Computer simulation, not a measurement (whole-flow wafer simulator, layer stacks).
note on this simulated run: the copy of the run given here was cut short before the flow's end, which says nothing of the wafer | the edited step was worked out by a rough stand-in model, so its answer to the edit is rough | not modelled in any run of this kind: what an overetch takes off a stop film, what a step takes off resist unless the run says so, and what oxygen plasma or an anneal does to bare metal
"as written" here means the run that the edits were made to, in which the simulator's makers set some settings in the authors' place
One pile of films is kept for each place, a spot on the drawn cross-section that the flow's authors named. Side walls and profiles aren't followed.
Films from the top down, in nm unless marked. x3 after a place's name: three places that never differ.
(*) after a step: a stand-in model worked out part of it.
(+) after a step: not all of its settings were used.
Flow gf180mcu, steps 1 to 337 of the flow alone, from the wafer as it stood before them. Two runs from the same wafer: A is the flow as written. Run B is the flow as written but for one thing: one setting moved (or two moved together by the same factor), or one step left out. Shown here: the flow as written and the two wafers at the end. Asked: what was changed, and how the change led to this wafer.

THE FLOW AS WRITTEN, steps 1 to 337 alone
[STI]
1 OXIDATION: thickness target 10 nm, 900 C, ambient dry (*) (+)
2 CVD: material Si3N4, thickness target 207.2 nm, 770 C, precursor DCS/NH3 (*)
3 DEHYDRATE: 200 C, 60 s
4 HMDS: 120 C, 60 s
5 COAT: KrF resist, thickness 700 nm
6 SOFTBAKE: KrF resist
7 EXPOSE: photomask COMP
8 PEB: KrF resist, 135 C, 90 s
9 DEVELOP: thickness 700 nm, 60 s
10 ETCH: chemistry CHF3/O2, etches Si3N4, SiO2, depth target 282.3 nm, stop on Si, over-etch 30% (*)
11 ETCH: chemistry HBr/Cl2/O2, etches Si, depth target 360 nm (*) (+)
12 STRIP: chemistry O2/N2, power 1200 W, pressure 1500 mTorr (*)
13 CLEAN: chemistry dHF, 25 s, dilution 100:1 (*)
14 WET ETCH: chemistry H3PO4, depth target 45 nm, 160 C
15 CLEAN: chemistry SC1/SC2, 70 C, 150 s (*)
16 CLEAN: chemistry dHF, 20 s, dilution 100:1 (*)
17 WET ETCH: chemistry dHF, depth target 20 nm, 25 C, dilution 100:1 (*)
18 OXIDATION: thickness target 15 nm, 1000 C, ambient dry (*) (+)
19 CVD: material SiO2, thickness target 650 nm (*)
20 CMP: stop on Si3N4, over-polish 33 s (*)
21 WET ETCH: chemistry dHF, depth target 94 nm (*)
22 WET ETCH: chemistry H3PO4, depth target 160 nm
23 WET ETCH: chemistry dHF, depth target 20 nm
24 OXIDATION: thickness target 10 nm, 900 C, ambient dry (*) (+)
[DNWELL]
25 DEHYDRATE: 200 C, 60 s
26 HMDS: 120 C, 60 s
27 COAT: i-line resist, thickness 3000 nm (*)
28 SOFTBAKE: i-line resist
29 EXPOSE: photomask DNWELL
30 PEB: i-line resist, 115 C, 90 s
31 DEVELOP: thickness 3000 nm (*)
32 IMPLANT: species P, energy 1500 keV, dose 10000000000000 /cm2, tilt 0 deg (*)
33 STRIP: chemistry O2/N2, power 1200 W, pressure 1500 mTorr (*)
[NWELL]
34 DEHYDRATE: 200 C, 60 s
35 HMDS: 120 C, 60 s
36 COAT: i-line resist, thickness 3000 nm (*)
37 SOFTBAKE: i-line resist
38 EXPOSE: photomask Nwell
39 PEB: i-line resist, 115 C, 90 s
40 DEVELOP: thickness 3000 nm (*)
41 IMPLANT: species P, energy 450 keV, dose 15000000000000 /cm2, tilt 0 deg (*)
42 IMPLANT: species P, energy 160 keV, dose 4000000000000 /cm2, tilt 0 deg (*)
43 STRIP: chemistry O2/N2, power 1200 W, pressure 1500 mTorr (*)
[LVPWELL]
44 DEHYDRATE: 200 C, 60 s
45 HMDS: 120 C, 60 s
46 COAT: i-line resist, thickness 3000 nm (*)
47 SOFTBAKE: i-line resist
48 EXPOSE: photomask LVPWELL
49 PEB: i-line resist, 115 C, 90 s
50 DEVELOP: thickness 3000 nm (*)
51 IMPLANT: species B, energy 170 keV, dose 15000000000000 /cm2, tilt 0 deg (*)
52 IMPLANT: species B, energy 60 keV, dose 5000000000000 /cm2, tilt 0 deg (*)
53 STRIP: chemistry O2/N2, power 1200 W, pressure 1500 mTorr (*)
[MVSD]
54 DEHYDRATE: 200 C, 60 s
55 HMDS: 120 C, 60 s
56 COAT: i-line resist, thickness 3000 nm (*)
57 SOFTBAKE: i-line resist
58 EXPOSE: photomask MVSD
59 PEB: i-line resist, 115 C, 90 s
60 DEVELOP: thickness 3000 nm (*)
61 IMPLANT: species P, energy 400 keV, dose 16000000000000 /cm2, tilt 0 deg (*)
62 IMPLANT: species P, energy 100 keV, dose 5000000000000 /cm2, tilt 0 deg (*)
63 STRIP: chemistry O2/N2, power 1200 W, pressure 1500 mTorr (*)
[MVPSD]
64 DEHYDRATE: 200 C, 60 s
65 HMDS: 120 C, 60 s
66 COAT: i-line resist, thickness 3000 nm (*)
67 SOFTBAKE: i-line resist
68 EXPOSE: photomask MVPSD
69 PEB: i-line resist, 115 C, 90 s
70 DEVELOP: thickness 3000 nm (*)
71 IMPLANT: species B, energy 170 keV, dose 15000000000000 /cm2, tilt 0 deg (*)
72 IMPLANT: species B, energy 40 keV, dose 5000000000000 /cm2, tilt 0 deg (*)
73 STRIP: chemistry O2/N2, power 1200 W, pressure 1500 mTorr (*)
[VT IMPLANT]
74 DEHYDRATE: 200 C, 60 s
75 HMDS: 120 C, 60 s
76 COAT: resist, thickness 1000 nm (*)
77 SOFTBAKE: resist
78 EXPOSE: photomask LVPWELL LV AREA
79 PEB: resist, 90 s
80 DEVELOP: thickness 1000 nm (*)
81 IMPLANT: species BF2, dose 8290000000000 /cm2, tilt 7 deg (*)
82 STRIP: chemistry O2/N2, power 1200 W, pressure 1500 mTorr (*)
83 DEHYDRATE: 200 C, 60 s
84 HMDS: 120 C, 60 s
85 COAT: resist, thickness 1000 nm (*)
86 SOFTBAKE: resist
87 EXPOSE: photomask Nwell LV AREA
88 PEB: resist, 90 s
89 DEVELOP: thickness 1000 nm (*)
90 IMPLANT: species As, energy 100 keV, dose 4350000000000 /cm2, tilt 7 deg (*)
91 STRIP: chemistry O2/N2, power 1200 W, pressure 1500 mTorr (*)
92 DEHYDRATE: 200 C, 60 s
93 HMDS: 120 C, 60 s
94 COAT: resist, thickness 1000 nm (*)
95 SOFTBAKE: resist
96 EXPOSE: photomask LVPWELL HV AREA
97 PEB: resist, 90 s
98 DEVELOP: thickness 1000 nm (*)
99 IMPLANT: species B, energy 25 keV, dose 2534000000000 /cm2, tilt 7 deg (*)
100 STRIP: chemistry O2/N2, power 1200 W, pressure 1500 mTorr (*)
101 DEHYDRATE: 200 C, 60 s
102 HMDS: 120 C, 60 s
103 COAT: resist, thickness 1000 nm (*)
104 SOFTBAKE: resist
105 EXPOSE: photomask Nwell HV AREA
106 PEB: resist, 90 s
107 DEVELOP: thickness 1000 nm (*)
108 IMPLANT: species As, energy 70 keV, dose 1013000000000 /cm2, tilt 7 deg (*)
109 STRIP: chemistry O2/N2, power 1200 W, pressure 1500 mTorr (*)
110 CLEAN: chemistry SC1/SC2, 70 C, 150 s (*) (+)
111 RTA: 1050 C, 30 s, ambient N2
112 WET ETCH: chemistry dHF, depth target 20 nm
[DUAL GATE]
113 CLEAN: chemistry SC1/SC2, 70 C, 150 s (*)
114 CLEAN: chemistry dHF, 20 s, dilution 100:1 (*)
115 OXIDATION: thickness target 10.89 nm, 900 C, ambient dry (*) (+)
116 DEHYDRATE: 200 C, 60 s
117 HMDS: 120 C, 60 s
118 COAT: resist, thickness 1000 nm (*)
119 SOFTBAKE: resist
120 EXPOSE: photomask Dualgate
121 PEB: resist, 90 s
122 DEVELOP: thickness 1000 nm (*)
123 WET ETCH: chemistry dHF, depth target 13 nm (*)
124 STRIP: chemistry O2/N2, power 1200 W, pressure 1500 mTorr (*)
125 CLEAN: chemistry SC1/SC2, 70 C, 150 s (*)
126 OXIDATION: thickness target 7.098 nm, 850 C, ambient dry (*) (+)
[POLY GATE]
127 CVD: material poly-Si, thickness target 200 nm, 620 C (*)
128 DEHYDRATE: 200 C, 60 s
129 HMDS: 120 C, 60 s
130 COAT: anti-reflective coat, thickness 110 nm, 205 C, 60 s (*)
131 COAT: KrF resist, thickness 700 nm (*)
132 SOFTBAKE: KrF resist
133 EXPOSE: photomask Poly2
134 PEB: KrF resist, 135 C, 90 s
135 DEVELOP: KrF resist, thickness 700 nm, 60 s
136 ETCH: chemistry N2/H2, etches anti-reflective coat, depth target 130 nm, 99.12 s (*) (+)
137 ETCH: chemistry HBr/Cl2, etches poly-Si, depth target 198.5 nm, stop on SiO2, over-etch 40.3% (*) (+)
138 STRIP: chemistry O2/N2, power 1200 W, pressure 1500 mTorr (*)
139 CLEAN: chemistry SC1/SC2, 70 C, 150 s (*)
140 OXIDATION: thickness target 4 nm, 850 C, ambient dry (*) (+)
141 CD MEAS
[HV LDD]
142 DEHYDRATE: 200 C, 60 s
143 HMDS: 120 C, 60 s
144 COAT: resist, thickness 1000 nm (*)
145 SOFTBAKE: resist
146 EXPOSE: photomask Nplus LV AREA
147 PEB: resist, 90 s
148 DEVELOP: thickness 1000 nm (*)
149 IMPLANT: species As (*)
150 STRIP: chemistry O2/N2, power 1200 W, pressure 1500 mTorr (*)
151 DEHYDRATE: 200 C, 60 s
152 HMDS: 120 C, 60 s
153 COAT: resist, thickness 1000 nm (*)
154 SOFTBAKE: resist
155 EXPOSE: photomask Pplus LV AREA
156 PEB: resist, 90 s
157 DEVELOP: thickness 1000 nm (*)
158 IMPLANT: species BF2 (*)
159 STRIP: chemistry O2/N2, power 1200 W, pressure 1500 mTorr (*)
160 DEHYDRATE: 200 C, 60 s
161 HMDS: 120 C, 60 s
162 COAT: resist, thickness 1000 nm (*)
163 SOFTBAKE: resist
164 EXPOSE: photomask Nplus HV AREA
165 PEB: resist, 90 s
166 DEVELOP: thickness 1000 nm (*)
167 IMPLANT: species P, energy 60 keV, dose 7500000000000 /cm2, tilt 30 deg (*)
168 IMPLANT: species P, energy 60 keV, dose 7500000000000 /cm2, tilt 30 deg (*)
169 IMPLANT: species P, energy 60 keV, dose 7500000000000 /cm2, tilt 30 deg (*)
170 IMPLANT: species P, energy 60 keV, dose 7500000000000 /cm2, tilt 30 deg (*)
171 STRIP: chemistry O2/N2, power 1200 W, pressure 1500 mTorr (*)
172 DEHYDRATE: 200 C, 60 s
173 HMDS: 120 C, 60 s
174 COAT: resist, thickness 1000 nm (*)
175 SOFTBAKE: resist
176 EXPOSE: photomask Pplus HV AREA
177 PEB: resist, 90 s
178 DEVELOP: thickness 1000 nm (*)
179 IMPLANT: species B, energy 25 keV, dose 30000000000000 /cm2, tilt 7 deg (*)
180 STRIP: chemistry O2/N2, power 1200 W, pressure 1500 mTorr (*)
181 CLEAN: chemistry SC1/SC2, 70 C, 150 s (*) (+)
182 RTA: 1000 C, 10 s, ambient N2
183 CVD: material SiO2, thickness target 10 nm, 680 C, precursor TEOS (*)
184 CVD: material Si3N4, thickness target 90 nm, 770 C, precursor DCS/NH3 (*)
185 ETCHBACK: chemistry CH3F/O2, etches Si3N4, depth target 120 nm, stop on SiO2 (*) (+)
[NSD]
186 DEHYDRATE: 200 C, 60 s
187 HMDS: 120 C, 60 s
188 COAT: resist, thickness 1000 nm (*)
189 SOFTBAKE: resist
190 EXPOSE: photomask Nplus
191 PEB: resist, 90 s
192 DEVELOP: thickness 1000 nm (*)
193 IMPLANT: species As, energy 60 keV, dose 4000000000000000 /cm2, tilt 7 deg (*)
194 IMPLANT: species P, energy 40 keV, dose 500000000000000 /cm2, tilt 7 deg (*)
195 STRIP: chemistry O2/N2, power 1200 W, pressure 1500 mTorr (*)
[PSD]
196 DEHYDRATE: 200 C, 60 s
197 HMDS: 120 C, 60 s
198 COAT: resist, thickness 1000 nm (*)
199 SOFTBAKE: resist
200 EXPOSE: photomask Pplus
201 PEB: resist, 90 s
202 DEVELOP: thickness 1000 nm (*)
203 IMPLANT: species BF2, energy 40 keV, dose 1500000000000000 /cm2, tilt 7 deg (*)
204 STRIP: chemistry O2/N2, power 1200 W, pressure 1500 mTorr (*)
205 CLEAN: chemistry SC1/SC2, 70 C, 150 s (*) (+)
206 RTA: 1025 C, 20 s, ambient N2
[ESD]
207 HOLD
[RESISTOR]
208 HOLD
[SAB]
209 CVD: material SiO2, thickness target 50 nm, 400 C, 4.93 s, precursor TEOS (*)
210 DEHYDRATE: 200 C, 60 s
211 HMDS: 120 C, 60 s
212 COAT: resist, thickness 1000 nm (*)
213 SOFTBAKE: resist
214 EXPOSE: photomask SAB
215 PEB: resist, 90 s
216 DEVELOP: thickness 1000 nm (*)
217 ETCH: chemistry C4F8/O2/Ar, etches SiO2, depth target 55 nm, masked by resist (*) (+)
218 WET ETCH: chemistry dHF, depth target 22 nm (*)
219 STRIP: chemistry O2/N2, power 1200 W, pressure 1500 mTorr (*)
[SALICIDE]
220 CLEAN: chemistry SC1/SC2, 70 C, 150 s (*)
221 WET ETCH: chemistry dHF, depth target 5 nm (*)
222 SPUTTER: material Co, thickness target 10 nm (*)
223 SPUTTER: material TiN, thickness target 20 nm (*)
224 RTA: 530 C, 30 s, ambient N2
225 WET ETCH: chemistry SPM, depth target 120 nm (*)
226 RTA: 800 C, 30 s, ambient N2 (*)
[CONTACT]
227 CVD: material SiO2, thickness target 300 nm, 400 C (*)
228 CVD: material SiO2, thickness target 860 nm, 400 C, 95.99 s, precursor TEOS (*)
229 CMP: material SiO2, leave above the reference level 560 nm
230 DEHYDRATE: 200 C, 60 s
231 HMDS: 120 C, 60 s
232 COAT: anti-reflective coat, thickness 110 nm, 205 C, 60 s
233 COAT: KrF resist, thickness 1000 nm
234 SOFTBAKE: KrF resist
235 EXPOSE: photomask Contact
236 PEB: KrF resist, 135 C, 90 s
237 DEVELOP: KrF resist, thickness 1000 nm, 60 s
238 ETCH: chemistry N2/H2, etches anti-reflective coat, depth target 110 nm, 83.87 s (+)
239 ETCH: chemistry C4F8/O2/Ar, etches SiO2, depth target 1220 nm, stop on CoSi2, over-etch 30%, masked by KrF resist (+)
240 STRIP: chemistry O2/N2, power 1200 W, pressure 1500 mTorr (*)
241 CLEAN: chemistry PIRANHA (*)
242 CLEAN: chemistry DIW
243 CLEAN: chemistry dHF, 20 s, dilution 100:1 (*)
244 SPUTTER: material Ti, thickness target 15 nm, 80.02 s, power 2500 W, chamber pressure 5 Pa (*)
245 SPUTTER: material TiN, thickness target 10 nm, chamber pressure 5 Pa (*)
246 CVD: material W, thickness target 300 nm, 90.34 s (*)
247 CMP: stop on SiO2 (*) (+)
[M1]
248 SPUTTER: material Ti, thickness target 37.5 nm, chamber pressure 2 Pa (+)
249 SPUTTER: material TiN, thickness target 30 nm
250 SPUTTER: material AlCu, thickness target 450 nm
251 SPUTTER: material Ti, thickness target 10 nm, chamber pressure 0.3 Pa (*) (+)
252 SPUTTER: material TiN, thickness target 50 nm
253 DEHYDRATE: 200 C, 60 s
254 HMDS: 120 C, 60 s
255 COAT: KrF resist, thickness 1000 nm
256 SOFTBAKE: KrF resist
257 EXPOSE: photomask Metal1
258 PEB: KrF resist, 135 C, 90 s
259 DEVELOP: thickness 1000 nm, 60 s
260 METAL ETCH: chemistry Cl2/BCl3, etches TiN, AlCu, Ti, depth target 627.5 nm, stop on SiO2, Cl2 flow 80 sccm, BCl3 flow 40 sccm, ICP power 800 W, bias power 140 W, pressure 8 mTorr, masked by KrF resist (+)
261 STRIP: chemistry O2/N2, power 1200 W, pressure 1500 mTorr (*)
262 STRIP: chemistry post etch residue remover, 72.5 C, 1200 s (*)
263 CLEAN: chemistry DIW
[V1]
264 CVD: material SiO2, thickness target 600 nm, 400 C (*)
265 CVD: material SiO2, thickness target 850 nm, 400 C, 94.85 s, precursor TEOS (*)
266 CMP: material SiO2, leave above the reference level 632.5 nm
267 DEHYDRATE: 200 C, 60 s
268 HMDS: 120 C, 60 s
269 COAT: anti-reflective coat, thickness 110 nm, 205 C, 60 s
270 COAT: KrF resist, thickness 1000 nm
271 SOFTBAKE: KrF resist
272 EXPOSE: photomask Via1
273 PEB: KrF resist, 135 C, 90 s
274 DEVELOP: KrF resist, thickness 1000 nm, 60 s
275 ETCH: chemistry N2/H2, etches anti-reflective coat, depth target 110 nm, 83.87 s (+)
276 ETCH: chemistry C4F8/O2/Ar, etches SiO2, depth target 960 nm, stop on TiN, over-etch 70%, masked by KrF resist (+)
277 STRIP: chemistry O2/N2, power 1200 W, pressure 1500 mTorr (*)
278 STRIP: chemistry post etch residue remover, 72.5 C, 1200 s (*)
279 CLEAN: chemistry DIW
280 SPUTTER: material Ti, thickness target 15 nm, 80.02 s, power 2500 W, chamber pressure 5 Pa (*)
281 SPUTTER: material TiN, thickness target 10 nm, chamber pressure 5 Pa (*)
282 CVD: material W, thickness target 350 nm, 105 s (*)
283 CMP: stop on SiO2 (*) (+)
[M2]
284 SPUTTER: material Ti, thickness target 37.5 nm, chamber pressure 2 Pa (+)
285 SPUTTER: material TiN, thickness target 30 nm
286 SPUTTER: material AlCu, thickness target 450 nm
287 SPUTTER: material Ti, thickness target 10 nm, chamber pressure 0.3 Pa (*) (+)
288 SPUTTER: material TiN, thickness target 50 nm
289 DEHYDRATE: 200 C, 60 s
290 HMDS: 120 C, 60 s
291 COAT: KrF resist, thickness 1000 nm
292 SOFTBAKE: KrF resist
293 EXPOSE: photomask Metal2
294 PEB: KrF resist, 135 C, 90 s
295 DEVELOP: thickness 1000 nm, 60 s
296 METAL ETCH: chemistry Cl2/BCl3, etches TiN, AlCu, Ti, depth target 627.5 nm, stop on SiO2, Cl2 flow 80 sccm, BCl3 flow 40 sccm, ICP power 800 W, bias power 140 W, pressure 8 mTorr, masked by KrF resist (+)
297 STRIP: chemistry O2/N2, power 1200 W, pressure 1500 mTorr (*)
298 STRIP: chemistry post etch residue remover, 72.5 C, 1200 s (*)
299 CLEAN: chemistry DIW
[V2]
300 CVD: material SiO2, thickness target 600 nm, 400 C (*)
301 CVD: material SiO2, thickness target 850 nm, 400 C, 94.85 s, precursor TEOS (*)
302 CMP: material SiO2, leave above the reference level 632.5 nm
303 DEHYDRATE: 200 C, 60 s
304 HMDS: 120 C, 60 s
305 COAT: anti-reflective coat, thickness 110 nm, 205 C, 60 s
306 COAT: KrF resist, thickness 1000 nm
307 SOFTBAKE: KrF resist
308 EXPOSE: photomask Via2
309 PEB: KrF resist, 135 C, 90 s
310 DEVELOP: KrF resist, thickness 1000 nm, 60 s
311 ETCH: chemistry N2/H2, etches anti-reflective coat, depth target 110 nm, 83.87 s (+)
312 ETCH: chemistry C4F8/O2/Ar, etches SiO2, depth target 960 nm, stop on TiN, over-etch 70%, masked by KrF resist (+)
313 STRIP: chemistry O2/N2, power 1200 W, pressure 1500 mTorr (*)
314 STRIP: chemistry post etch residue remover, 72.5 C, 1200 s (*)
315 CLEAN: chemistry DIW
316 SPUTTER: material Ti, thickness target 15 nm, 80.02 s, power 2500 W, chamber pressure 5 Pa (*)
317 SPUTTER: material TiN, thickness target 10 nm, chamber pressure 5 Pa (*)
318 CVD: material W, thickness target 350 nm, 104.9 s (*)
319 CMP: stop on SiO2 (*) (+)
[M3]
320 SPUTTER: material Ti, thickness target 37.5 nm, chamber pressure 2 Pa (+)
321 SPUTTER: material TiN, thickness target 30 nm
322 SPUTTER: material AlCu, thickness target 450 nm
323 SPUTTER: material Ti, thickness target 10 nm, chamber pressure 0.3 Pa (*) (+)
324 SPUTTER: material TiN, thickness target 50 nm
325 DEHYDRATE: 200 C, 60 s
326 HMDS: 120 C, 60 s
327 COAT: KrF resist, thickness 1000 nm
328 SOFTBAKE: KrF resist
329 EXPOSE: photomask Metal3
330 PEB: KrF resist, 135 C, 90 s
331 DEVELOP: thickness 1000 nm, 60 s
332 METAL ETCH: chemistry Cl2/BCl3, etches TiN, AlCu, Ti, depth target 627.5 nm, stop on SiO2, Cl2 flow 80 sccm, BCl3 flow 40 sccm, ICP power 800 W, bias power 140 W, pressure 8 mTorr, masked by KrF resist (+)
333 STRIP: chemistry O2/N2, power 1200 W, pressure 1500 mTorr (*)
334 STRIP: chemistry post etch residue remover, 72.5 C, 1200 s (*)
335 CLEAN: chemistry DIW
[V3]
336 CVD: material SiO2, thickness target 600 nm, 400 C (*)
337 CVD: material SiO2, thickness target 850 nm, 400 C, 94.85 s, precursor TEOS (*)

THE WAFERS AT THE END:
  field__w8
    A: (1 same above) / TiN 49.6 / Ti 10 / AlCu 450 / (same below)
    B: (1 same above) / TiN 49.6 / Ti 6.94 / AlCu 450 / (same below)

The cause: step 323, SPUTTER: thickness target 6.94 nm was run, where the flow has thickness target 10 nm.
It can be read off the wafer: field__w8 has Ti 6.94, and step 323 as written asks for 10 nm.

How the change led to this, step by step:
  323 SPUTTER: material Ti, thickness target 10 nm, chamber pressure 0.3 Pa (*) (+)
      field, field__w1, field__w2 and 108 more: A Ti +10 (new film) | B Ti +6.94 (new film)
  332 METAL ETCH: chemistry Cl2/BCl3, etches TiN, AlCu, Ti, depth target 627.5 nm, stop on SiO2, Cl2 flow 80 sccm, BCl3 flow 40 sccm, ICP power 800 W, bias power 140 W, pressure 8 mTorr, masked by KrF resist (+)
      field, field__w1, field__w2 and 103 more: A TiN -50 (all of it), Ti -10 (all of it), AlCu -450 (all of it), TiN -30 (all of it), Ti -37.5 (all of it) | B TiN -50 (all of it), Ti -6.94 (all of it), AlCu -450 (all of it), TiN -30 (all of it), Ti -37.5 (all of it)
